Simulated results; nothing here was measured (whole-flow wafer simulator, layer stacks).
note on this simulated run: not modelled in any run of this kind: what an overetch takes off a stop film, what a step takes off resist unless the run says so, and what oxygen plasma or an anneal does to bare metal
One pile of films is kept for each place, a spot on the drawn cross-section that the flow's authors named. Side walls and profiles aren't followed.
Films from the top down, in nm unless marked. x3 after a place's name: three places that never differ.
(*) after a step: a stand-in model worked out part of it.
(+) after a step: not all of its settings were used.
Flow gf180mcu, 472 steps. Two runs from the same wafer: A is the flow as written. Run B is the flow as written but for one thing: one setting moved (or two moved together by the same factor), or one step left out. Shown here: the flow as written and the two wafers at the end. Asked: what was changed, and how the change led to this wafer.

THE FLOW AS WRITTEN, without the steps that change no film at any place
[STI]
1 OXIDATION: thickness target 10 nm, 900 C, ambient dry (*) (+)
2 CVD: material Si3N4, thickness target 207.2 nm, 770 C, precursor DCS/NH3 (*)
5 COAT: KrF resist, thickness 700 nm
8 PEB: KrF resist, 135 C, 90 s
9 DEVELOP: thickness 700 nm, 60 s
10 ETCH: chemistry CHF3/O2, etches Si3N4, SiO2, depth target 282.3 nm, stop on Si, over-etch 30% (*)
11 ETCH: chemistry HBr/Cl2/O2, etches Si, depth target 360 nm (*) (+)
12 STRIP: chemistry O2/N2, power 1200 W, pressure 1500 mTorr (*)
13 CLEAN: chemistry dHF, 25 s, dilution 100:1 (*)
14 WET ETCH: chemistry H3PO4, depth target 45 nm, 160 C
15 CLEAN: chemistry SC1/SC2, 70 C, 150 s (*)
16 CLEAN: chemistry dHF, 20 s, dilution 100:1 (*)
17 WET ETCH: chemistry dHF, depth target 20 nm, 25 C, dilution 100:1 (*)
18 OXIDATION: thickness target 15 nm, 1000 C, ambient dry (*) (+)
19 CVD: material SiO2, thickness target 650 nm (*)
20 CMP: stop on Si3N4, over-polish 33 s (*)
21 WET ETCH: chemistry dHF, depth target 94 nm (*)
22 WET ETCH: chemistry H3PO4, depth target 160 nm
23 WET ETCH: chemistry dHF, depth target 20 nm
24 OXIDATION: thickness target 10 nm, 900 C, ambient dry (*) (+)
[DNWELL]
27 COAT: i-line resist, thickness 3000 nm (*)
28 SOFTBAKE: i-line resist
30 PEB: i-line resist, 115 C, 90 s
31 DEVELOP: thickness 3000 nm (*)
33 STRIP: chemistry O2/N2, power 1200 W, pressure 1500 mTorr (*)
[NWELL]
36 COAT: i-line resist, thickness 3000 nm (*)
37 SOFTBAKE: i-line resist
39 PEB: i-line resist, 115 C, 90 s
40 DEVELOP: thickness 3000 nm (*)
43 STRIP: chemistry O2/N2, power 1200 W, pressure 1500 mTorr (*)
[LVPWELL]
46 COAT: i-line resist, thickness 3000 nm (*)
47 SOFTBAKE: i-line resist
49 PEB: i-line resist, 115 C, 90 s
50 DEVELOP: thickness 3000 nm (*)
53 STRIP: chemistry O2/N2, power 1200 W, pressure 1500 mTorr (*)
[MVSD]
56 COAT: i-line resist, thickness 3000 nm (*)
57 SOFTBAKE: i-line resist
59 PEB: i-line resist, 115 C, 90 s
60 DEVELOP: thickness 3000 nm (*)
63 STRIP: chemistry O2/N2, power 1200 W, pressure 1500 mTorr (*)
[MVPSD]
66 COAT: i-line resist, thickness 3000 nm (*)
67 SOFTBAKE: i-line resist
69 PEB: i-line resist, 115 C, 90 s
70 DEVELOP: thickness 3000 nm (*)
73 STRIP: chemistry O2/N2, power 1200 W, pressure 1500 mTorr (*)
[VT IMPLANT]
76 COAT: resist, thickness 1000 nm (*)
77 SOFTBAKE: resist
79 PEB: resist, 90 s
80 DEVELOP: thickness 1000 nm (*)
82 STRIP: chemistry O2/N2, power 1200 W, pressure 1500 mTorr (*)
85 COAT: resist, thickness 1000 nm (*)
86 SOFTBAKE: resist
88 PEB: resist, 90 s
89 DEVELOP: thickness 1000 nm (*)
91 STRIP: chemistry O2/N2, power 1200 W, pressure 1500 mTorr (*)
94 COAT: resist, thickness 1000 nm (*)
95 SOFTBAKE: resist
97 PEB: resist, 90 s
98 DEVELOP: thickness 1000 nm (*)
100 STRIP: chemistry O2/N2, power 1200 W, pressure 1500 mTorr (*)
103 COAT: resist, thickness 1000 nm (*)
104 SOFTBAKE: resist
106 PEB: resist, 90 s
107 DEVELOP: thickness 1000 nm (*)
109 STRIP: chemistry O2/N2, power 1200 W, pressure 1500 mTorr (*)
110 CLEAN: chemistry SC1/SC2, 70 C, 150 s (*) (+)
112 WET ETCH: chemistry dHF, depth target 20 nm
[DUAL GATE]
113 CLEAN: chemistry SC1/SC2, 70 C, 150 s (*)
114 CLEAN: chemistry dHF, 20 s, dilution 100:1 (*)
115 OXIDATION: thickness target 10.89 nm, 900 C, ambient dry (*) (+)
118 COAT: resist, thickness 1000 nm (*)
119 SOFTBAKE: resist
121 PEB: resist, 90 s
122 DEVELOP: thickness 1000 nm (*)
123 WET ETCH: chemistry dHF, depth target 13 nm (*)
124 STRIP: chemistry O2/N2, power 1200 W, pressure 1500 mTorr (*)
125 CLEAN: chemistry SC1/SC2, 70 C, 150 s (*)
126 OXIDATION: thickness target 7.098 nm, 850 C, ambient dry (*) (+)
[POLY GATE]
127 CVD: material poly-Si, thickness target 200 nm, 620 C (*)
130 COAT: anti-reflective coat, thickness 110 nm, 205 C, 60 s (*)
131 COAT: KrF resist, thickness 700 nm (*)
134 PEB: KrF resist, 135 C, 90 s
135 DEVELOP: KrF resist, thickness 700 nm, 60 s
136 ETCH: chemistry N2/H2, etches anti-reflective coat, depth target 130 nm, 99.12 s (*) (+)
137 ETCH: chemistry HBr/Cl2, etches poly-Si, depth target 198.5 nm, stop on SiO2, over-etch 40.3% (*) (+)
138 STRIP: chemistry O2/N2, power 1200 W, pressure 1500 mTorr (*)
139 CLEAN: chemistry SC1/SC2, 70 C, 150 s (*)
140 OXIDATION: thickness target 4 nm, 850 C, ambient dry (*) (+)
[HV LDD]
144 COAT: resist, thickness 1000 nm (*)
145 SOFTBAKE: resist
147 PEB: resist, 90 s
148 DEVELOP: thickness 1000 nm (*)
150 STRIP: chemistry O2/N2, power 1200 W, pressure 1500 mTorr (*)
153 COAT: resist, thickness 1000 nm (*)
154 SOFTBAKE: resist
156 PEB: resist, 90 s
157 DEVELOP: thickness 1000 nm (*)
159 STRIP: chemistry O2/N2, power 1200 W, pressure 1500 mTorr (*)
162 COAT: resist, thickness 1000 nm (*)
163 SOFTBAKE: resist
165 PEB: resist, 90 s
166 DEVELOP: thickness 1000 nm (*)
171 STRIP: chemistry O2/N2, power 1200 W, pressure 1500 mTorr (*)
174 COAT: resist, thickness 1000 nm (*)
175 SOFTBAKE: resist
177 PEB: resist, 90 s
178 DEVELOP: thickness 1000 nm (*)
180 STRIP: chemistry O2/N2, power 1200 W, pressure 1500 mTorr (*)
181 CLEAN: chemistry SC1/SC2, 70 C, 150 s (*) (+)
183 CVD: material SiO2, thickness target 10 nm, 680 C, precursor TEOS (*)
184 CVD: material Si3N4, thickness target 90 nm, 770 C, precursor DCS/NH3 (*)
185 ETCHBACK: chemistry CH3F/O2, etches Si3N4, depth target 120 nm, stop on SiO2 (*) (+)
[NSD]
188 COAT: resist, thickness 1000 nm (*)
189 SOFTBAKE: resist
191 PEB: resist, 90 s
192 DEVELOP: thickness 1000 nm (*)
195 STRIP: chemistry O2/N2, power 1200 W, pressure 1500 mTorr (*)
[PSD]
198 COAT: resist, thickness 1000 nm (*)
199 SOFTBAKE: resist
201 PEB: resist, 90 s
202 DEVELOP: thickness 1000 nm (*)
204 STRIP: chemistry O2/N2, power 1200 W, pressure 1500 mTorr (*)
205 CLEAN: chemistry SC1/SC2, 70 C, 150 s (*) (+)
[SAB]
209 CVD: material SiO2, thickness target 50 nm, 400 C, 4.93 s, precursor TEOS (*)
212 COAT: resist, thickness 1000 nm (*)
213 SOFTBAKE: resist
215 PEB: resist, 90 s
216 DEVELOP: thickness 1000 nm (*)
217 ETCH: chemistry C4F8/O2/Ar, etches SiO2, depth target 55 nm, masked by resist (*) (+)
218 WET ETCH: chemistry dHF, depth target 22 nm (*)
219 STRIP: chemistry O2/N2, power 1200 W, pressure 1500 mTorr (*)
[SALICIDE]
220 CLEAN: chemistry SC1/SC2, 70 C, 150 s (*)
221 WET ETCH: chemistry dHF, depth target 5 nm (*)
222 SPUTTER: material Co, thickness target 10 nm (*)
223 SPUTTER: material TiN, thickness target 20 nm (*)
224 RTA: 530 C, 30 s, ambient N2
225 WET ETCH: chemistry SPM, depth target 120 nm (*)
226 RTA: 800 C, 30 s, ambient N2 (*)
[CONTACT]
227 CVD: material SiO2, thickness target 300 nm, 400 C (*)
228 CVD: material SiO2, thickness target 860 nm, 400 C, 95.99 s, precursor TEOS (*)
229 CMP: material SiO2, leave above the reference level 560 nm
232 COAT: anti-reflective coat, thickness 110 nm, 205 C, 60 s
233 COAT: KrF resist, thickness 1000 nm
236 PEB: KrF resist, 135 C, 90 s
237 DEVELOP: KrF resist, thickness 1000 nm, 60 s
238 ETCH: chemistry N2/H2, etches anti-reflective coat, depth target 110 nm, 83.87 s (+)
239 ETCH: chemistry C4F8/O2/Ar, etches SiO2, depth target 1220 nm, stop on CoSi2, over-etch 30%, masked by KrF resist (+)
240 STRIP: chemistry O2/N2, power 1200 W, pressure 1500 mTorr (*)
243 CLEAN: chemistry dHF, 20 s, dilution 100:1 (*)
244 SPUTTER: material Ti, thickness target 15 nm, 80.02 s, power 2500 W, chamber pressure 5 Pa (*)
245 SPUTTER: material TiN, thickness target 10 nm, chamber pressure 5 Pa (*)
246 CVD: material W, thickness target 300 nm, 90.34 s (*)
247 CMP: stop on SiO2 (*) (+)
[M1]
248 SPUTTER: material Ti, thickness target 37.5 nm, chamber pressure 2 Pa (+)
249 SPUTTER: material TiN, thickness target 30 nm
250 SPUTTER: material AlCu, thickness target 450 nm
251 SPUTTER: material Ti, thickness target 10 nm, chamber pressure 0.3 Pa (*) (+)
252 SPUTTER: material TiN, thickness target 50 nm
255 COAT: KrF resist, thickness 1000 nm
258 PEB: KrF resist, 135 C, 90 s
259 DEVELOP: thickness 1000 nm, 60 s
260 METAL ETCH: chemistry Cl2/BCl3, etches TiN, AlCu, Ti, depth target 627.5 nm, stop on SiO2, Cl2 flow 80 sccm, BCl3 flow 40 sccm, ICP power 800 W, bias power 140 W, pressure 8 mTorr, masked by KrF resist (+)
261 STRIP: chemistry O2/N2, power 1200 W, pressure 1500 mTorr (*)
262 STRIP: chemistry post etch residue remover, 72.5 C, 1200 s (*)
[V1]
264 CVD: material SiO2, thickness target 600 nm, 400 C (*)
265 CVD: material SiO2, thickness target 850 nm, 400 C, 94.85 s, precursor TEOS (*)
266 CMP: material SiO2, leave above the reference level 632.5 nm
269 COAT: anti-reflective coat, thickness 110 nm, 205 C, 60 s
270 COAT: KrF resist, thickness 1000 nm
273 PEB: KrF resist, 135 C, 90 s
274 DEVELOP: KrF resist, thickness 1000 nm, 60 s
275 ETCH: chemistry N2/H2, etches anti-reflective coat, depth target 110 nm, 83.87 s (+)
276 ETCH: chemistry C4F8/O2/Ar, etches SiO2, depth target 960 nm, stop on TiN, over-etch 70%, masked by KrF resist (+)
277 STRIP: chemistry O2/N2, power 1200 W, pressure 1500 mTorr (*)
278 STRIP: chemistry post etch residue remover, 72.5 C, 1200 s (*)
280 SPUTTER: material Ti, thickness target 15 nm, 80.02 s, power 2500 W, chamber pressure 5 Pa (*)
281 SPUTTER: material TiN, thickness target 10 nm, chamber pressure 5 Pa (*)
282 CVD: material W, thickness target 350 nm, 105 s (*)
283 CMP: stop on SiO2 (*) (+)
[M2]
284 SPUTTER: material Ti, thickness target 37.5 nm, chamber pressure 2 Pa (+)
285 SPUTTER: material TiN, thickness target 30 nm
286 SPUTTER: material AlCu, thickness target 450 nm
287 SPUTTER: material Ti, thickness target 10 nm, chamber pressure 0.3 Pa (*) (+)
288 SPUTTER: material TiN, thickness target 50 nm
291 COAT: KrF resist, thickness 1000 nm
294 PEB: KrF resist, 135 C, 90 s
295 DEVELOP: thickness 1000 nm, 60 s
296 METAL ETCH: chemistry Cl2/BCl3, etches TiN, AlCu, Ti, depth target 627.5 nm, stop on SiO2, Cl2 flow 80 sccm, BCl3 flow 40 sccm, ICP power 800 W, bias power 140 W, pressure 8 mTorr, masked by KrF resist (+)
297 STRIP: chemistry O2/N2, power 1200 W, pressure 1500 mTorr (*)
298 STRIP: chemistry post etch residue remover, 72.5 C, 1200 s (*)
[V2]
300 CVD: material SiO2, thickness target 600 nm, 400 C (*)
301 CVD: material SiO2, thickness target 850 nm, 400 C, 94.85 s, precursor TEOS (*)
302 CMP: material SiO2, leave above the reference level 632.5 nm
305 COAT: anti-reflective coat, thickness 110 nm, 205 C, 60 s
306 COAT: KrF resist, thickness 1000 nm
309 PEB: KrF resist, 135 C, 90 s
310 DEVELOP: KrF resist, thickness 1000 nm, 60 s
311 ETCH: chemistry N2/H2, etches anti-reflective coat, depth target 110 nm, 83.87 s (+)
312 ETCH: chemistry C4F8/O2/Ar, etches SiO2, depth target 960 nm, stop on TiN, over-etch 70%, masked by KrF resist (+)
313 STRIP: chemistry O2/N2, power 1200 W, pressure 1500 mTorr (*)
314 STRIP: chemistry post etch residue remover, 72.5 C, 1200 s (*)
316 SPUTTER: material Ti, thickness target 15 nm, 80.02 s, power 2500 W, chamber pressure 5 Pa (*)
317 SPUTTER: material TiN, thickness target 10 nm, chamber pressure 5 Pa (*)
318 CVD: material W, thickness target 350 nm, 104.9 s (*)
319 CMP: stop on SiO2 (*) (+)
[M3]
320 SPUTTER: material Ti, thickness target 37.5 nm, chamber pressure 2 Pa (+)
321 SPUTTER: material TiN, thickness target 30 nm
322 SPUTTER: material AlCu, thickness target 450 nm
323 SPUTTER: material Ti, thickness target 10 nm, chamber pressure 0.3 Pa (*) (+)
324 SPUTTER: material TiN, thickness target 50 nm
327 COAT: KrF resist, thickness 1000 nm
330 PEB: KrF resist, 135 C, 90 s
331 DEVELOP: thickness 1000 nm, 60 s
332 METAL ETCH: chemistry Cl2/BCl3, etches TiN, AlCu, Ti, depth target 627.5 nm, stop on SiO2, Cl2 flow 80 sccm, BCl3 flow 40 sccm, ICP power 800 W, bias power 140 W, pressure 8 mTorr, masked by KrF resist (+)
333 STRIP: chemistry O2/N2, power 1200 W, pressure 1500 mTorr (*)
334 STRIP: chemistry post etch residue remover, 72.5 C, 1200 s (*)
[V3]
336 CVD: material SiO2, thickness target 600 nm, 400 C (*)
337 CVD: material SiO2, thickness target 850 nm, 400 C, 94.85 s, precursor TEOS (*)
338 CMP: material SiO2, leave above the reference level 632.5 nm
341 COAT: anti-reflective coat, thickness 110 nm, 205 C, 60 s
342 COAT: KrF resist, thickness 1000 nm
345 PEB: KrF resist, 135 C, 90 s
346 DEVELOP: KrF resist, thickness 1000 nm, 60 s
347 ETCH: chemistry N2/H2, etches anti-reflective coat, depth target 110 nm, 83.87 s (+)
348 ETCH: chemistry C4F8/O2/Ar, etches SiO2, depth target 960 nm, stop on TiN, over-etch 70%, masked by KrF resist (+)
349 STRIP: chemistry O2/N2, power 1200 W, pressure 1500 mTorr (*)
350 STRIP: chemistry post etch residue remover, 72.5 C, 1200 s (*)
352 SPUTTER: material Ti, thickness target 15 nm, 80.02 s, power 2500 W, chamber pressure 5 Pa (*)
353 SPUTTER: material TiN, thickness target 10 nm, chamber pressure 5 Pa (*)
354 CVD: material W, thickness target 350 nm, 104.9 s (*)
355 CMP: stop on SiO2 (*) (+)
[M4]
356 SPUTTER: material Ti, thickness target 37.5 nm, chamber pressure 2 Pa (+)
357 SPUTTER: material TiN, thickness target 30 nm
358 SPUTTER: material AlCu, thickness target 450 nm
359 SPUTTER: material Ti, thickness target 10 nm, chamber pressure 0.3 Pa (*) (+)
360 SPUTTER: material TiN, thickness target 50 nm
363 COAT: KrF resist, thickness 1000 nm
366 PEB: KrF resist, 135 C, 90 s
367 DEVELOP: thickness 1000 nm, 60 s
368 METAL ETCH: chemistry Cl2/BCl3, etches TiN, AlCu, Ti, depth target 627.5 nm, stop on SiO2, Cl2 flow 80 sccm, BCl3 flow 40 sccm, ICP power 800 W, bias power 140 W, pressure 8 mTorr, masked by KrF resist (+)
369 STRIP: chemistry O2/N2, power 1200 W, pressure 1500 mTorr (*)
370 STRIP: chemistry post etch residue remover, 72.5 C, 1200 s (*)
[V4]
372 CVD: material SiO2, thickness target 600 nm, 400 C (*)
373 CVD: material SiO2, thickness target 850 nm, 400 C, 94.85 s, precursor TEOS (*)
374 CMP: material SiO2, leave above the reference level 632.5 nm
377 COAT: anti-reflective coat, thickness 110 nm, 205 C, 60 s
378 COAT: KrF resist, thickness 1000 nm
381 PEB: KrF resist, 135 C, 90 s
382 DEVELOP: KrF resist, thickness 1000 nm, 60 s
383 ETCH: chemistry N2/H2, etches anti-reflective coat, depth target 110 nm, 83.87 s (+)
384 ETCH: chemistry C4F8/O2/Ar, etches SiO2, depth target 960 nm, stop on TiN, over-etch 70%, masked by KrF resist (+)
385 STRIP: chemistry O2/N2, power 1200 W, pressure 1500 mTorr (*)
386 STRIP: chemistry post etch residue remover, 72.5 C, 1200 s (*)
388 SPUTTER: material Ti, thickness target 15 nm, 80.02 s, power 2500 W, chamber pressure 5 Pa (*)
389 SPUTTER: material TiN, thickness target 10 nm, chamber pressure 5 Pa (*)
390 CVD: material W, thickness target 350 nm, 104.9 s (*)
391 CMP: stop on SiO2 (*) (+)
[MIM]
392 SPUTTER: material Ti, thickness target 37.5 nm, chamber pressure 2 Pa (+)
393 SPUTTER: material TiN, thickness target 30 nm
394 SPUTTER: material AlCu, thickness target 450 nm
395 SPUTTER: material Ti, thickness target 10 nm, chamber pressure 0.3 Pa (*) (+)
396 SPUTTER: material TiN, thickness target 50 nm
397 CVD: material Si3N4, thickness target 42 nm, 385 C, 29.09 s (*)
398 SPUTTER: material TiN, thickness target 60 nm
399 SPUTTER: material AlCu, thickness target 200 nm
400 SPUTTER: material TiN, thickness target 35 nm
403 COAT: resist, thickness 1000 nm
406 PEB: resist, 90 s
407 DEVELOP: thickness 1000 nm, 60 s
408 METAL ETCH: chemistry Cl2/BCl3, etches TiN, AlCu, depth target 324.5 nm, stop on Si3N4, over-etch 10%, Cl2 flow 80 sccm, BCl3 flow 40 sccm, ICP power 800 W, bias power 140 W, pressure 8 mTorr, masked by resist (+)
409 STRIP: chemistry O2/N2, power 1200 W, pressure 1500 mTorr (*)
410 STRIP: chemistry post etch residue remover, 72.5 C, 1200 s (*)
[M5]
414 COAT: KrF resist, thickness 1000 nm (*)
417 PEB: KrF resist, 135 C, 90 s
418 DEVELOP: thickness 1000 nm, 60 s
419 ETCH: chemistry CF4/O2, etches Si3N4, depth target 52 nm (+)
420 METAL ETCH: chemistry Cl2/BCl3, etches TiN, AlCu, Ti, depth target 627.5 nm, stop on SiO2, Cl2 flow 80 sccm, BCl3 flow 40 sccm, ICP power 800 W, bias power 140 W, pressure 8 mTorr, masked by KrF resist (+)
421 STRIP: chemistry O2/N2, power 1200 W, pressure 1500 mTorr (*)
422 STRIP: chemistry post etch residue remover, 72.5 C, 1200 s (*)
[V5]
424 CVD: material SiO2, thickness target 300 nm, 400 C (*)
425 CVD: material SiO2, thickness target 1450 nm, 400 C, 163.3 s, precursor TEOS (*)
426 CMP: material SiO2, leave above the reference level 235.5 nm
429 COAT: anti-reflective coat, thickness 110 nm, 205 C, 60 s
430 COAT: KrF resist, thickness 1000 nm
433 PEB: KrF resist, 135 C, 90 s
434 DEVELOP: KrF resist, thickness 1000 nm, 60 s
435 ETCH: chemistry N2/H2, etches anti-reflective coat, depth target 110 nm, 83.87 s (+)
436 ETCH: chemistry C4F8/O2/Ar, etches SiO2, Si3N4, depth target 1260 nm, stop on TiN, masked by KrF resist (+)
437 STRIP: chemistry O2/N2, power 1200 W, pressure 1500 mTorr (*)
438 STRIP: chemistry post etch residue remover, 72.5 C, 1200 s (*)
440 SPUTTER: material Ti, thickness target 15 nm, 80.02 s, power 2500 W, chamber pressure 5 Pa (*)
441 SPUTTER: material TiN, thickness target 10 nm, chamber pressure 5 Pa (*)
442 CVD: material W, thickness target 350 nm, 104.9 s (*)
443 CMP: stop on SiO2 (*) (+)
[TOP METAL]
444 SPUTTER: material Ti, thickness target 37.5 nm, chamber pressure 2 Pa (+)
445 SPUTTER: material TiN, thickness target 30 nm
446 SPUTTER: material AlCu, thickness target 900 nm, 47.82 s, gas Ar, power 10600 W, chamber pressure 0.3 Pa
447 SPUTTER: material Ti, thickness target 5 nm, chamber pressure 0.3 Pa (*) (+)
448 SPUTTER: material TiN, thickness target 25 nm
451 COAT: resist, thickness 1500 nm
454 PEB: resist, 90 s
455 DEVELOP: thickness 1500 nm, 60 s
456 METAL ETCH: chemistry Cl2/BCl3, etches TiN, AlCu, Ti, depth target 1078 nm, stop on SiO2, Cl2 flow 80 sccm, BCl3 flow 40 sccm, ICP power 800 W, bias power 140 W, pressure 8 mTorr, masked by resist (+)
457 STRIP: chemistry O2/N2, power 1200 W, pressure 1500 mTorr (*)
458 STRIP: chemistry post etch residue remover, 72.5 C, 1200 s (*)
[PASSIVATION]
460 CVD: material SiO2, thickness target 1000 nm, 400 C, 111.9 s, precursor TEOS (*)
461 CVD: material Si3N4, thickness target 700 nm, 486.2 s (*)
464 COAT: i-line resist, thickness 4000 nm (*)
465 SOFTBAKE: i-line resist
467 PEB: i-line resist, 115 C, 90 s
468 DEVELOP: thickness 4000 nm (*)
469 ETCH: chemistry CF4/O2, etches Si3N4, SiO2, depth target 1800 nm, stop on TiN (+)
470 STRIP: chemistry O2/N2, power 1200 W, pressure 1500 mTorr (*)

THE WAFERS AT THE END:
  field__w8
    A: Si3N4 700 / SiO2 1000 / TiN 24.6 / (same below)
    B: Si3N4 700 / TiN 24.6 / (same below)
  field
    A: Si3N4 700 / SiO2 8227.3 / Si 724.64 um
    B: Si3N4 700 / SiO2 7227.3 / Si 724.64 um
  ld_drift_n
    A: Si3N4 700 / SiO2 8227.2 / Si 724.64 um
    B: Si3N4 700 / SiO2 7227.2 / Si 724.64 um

The cause: step 460, CVD: material SiO2, thickness target 1000 nm, 400 C, 111.9 s, precursor TEOS (*), was left out.

How the change led to this, step by step:
  465 SOFTBAKE: i-line resist
      field__w5, field__w9: A i-line resist +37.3 | B i-line resist +29.1
      field__w11, field__w13: A i-line resist +37.9 | B i-line resist +30.2
      (and at 57 more places)
  469 ETCH: chemistry CF4/O2, etches Si3N4, SiO2, depth target 1800 nm, stop on TiN (+)
      pad: A Si3N4 -700 (all of it), SiO2 -1000 (all of it) | B Si3N4 -700 (all of it)
      field, field__w1, field__w2 and 108 more: A i-line resist -1200 | B i-line resist -700
  470 STRIP: chemistry O2/N2, power 1200 W, pressure 1500 mTorr (*)
      iso_ptap_pw, iso_ntap_nw, iso_nw_fld and 33 more: A i-line resist -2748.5 (all of it) | B i-line resist -3248.5 (all of it)
      p_well, sti, spacer, sd_n, mim_1p0, dice_street: A i-line resist -2754.7 (all of it) | B i-line resist -3253.5 (all of it)
      (and at 69 more places)
